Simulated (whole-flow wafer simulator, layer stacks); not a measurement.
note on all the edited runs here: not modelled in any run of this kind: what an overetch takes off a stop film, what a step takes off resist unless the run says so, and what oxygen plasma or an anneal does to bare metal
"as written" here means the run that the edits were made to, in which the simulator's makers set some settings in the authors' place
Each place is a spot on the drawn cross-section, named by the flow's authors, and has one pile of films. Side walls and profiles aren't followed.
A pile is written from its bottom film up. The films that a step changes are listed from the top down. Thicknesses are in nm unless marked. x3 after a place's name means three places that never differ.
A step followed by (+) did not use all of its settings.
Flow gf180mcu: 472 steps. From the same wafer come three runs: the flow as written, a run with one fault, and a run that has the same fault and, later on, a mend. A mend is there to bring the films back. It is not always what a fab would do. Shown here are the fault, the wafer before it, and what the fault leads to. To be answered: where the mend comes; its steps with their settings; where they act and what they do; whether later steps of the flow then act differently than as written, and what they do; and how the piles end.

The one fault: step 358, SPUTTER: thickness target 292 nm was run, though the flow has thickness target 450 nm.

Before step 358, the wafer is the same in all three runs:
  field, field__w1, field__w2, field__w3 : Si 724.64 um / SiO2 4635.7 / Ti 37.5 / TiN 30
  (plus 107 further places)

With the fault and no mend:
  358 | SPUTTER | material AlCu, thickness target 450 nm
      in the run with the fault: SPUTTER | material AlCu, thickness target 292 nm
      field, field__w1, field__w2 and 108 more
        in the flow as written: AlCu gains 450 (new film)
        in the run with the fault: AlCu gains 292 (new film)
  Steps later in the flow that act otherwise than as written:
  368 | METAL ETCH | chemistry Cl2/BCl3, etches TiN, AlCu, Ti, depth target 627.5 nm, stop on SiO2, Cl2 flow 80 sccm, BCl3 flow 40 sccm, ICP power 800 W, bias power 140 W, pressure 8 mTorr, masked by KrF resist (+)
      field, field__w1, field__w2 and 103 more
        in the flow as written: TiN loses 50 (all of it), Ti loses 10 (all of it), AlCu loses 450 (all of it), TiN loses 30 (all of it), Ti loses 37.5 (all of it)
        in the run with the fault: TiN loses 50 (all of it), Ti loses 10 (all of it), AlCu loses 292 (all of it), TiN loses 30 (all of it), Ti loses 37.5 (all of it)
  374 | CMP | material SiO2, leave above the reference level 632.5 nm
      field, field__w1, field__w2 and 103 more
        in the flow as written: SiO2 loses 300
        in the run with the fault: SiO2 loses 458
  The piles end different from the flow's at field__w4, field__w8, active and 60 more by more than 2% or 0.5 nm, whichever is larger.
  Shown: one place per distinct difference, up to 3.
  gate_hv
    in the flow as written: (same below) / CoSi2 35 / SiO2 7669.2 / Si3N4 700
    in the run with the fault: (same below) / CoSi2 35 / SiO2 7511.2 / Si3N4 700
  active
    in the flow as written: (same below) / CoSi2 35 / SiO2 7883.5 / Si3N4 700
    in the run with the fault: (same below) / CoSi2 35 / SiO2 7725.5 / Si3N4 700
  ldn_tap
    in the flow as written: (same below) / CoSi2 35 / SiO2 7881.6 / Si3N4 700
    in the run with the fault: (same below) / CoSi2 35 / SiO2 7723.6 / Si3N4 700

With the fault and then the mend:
  The mend stands after step 358.
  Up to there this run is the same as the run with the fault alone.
  358a | SPUTTER | material AlCu, thickness target 158 nm (a further turn of the flow's step 358, with different settings)
      field, field__w1, field__w2 and 108 more
        AlCu gains 158
  Every later step of the flow that is run acts as written at every place that is followed.
  At every place that both follow, the piles at the end match the flow's.
